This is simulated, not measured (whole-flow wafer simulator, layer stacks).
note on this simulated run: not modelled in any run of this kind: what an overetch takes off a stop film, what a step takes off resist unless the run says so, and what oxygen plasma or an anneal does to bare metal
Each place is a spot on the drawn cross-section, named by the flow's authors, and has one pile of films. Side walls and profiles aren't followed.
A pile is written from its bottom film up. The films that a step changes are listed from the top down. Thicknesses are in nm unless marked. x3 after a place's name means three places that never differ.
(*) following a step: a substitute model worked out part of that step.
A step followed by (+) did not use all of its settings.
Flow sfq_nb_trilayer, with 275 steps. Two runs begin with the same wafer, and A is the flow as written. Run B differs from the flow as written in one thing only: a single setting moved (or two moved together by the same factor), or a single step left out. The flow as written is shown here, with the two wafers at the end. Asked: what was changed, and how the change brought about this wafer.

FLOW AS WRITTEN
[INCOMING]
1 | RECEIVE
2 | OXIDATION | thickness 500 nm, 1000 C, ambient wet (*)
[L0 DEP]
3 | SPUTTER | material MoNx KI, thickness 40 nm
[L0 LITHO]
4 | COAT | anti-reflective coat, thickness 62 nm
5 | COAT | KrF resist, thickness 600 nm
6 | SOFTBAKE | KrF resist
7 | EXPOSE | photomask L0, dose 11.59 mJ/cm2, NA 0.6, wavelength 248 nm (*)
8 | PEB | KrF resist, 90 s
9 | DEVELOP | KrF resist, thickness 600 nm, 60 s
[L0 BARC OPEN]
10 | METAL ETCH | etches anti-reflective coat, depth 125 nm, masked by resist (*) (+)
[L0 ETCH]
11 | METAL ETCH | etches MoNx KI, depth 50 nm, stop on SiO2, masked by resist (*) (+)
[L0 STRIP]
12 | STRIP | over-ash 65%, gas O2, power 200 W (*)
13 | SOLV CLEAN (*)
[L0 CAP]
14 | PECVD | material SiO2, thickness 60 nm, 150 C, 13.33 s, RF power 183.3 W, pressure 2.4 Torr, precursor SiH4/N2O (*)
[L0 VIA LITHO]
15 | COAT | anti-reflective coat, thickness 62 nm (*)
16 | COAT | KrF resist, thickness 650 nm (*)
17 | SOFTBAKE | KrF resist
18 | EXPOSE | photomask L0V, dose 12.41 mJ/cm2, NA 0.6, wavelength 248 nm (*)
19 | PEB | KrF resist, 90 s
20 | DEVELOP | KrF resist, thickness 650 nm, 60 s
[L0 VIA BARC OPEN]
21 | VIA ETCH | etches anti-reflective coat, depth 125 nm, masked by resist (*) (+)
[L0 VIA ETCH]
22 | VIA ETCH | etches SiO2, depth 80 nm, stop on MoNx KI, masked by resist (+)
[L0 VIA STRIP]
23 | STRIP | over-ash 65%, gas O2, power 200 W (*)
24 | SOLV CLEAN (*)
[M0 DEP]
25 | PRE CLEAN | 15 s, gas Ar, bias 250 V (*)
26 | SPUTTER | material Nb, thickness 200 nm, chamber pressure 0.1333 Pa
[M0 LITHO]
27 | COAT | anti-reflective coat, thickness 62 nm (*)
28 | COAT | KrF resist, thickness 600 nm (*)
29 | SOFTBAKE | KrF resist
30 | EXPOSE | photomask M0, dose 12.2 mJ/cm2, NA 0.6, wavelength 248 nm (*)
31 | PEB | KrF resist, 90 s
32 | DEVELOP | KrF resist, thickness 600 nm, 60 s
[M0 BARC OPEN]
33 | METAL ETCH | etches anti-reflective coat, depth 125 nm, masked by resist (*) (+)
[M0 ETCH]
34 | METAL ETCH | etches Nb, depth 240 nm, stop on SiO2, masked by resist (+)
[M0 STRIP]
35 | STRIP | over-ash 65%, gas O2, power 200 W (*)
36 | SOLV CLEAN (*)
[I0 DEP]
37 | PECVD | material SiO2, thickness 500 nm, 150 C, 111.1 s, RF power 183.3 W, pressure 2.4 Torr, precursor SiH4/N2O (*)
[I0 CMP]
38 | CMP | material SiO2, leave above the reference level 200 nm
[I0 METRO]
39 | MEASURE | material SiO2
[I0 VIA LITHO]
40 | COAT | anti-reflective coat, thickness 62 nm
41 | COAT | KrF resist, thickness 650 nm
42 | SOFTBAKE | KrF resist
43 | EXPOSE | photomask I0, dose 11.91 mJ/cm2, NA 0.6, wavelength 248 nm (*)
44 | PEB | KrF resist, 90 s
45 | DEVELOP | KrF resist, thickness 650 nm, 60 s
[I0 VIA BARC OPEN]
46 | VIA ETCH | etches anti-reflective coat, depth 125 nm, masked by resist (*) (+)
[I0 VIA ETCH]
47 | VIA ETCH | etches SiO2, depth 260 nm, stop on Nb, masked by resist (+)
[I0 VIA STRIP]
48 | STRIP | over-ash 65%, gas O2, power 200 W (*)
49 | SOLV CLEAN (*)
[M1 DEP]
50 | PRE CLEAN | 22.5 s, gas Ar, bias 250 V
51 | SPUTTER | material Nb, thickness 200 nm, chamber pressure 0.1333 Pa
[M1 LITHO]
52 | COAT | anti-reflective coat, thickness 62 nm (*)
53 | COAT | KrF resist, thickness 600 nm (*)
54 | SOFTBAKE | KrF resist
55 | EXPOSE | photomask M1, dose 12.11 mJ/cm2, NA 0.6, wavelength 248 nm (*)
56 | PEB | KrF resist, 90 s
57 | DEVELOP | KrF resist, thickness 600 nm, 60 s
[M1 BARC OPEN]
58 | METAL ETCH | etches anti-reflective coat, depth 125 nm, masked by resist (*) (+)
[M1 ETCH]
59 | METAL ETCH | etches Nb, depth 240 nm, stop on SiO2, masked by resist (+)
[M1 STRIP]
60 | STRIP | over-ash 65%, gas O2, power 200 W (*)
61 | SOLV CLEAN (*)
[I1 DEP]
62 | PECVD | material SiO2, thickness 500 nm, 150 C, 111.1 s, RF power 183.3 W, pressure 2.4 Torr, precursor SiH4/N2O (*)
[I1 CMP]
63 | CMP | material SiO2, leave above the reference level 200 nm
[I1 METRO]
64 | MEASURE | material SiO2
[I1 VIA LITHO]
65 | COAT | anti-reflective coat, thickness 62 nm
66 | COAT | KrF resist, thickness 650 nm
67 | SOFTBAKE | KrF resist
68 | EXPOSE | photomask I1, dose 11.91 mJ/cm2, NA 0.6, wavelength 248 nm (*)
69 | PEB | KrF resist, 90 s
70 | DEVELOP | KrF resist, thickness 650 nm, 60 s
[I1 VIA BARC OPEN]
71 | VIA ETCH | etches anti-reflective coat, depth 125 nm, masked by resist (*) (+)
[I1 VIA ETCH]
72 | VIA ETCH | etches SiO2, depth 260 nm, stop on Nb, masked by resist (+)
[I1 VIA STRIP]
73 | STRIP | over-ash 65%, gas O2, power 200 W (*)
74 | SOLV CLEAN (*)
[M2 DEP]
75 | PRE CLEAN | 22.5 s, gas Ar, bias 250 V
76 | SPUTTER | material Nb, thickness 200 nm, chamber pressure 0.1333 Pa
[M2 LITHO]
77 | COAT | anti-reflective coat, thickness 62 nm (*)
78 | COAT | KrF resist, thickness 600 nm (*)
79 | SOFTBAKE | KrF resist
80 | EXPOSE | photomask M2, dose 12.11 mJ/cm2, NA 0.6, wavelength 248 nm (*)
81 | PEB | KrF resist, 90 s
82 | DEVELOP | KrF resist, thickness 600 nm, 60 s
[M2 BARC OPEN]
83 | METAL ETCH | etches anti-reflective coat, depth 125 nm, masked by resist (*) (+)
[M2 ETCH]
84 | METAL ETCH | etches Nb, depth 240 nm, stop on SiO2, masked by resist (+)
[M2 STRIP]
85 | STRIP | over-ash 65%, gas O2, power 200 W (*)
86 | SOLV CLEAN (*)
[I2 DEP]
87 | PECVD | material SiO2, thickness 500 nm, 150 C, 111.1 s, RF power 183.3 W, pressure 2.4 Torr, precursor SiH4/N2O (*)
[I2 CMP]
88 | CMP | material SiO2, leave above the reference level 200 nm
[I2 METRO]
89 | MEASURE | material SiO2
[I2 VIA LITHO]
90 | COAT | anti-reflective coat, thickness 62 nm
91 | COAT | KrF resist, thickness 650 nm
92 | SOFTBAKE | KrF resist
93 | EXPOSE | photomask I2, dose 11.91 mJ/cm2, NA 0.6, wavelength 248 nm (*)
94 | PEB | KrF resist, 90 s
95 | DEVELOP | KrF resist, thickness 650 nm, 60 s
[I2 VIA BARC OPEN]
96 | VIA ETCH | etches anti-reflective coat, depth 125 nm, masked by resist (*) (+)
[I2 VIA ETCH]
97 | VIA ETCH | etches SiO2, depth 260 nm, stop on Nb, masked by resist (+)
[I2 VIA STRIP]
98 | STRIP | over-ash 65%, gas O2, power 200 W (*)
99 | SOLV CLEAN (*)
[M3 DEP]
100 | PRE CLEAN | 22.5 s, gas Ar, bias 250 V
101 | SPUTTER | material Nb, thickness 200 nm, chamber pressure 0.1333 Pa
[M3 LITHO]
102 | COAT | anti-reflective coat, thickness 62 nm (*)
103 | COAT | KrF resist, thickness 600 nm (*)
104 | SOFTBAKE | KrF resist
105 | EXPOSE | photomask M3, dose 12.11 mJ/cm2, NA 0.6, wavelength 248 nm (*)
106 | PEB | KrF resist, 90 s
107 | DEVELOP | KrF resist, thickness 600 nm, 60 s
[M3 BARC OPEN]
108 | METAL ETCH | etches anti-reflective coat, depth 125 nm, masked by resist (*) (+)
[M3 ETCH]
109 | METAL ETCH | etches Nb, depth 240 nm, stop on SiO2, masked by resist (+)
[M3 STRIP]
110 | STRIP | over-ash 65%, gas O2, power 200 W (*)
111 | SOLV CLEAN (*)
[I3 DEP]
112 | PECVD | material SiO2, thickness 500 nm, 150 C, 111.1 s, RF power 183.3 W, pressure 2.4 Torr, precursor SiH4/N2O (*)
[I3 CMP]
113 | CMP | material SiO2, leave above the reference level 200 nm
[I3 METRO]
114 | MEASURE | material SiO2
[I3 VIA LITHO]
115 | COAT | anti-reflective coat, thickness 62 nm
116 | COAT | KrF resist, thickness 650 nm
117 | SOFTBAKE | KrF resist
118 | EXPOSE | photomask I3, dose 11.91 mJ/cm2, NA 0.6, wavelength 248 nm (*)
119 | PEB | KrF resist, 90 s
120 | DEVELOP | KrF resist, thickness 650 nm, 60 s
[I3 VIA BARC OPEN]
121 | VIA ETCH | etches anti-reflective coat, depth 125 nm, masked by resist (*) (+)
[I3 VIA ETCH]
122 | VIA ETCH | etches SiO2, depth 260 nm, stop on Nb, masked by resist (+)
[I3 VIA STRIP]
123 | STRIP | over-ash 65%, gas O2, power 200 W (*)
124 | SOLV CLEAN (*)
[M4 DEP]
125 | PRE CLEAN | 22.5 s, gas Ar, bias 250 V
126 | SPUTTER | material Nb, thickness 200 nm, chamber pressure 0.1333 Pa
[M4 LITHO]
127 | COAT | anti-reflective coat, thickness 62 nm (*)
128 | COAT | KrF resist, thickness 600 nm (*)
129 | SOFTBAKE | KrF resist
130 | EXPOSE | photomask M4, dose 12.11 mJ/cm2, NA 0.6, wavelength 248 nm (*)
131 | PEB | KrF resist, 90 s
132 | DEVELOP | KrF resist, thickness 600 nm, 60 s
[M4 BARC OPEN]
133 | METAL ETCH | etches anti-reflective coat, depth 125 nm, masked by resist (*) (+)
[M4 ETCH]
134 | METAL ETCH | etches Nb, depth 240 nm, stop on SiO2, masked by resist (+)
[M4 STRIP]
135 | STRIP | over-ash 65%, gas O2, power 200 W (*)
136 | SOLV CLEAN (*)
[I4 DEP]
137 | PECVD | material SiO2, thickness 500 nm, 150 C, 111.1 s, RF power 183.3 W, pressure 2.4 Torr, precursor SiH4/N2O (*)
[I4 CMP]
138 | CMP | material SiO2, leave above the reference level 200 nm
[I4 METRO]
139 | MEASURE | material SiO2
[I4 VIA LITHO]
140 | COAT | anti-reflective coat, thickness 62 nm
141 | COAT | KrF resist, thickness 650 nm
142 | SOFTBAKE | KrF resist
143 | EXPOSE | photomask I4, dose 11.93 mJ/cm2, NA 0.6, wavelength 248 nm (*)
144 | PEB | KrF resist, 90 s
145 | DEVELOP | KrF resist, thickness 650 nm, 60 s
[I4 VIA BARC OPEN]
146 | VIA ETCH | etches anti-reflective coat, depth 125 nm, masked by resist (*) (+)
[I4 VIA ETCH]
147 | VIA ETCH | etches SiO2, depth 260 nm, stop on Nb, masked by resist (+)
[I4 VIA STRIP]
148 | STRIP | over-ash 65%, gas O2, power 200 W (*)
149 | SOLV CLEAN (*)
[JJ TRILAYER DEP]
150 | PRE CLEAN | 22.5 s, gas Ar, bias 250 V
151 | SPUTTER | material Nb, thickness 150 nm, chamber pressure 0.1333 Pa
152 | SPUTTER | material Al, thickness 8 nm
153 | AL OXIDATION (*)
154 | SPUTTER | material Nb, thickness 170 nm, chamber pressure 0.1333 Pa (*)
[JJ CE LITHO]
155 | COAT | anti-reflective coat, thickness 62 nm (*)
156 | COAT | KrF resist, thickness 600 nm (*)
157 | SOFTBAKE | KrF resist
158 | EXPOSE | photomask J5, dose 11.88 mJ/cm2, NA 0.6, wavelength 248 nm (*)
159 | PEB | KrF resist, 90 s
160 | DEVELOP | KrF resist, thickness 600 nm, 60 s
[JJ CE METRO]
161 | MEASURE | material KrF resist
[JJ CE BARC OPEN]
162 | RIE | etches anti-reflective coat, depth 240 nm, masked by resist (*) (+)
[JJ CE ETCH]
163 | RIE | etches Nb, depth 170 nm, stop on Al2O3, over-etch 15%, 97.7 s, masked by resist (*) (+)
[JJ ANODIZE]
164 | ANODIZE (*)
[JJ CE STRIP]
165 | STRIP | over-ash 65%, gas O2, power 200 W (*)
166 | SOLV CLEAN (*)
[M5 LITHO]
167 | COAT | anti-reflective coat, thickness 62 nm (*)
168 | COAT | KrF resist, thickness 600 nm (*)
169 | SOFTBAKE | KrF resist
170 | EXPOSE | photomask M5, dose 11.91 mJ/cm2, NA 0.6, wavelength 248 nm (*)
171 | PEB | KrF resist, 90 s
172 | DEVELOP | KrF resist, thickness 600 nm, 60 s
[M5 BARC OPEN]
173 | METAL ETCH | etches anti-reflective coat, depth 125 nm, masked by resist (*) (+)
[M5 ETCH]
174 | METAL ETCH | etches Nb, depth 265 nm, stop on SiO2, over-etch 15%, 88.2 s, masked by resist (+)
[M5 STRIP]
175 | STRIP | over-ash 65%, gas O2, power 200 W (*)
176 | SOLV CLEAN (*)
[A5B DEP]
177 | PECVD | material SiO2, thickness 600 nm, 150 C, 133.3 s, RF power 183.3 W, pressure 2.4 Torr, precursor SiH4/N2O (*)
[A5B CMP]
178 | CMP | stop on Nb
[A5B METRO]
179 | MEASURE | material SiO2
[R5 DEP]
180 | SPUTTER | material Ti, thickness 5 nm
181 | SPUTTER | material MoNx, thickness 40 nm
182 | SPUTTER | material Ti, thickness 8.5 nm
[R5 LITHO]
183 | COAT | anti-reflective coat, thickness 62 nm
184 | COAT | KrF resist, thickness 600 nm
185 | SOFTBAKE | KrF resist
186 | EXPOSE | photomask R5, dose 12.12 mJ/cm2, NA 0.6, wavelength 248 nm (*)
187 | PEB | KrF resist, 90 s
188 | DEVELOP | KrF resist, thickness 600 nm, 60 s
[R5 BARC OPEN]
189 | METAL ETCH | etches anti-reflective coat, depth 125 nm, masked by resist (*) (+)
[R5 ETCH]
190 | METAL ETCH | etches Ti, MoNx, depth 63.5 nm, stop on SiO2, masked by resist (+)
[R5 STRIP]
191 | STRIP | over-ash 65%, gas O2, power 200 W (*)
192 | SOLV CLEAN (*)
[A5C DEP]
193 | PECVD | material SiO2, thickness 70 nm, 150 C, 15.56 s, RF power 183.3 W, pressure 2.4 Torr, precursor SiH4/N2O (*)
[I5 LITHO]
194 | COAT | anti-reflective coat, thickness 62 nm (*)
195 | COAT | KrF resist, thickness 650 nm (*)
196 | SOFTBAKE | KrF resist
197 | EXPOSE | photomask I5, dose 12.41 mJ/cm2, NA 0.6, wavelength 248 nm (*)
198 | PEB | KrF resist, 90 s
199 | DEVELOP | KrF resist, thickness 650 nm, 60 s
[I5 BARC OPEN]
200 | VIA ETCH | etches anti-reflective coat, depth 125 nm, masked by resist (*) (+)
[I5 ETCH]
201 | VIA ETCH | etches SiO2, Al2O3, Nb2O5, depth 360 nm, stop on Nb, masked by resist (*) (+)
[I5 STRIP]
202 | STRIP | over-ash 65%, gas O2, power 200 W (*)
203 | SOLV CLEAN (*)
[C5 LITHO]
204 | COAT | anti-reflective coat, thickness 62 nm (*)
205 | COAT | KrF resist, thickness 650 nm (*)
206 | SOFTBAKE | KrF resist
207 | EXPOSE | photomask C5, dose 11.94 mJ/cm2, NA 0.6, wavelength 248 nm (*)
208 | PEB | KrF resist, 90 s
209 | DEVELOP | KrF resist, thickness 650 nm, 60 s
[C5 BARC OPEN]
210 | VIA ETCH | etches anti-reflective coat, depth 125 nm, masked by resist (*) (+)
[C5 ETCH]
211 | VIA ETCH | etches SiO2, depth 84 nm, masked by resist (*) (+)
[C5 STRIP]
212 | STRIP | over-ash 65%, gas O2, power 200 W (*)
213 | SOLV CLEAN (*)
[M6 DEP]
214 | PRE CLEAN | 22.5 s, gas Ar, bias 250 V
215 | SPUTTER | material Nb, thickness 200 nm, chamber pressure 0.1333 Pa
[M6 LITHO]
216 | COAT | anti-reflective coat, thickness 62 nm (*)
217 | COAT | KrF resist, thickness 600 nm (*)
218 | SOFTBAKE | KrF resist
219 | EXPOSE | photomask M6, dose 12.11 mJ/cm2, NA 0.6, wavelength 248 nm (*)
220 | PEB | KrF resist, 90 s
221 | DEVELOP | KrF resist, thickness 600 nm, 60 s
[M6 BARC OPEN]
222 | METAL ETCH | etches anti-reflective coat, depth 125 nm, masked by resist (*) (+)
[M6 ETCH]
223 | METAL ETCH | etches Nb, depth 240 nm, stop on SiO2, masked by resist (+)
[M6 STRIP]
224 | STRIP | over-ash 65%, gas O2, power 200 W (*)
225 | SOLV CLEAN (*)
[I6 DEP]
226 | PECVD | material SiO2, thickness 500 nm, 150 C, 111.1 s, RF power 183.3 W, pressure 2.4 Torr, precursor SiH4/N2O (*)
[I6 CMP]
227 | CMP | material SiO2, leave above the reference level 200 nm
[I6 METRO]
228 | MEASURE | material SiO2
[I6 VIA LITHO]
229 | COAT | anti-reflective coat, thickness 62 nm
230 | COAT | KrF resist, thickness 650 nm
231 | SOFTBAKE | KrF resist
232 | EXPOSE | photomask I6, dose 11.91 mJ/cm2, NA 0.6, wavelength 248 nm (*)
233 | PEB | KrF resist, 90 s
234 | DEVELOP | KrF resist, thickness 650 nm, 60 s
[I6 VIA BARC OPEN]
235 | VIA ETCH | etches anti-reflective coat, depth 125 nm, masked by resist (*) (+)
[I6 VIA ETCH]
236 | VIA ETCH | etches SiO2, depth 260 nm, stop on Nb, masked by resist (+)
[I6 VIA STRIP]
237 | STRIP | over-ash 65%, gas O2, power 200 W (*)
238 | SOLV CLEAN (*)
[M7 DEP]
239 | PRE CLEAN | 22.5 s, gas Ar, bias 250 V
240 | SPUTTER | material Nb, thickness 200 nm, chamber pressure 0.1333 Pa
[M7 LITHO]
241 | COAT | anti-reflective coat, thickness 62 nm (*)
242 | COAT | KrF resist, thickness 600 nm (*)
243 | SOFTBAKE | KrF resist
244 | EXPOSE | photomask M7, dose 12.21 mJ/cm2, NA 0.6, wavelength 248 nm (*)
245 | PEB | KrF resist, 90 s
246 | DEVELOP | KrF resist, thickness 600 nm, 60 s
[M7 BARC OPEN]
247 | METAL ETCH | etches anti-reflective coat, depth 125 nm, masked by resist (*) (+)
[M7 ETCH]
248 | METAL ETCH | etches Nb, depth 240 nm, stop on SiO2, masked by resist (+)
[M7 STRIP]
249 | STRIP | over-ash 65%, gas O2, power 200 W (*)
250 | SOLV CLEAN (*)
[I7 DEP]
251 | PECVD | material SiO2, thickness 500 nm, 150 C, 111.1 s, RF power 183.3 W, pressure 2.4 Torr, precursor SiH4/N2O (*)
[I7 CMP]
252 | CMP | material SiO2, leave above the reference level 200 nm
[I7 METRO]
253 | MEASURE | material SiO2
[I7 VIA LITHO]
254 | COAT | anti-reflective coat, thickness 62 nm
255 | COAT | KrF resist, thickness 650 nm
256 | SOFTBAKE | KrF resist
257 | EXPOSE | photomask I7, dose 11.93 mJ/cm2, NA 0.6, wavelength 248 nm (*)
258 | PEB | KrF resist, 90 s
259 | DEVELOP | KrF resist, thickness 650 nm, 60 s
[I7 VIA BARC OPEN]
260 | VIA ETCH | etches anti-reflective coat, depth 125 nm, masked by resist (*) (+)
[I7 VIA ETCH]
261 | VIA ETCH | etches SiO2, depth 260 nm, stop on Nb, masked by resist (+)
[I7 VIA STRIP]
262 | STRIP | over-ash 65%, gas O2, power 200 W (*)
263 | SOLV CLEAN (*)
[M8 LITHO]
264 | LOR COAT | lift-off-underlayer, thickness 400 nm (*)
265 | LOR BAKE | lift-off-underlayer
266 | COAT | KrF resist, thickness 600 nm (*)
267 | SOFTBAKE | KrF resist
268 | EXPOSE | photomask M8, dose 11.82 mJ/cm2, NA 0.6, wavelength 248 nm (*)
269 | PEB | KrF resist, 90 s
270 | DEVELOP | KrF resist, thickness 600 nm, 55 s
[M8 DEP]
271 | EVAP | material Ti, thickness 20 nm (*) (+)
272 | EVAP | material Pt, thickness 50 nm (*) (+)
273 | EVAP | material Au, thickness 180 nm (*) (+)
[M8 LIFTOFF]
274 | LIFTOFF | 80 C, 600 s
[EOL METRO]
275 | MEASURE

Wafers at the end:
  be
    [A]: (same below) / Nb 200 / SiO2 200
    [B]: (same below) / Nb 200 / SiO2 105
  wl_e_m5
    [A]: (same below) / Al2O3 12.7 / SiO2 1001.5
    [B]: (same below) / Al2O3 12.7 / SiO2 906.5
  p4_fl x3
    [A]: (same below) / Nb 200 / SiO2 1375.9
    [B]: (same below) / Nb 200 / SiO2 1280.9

What caused this: step 252, CMP: leave above the reference level 105 nm was run, though the flow has leave above the reference level 200 nm.
The wafer itself shows it: be has SiO2 105, and step 252 as written asks for 200 nm.

Step by step, how the change led to this:
  252 | CMP | material SiO2, leave above the reference level 200 nm
      field_l, p4_fl x3, p4_w1 x9 and 46 more: A SiO2 loses 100 | B SiO2 loses 195
      v_sur, via_wl, via_w and 37 more: A SiO2 loses 300 | B SiO2 loses 395
      (and at 7 other places as well)
  261 | VIA ETCH | etches SiO2, depth 260 nm, stop on Nb, masked by resist (+)
      field_l, v_sur, via_sp and 100 more: A KrF resist loses 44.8 | B KrF resist loses 27.1
      via_wl, via_w, via_wr: A SiO2 loses 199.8 (all of it) | B SiO2 loses 104.8 (all of it)
  262 | STRIP | over-ash 65%, gas O2, power 200 W (*)
      field_l, v_sur, via_sp and 100 more: A KrF resist loses 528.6 (all of it), anti-reflective coat loses 62 (all of it) | B KrF resist loses 546.3 (all of it), anti-reflective coat loses 62 (all of it)
  264 | LOR COAT | lift-off-underlayer, thickness 400 nm (*)
      via_wl, via_wr: A lift-off-underlayer gains 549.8 (new film) | B lift-off-underlayer gains 478.6 (new film)
      v_sur: A lift-off-underlayer gains 369.4 (new film) | B lift-off-underlayer gains 383.9 (new film)
      (and at 2 other places as well)
  266 | COAT | KrF resist, thickness 600 nm (*)
      via_w: A KrF resist gains 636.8 (new film) | B KrF resist gains 619.3 (new film)
  270 | DEVELOP | KrF resist, thickness 600 nm, 55 s
      v_sur: A KrF resist loses 607.3 (all of it), lift-off-underlayer loses 369.4 (all of it) | B KrF resist loses 603.3 (all of it), lift-off-underlayer loses 383.9 (all of it)
      via_wl: A KrF resist loses 623.9 (all of it), lift-off-underlayer loses 549.8 (all of it) | B KrF resist loses 611.9 (all of it), lift-off-underlayer loses 478.6 (all of it)
      (and at 3 other places as well)
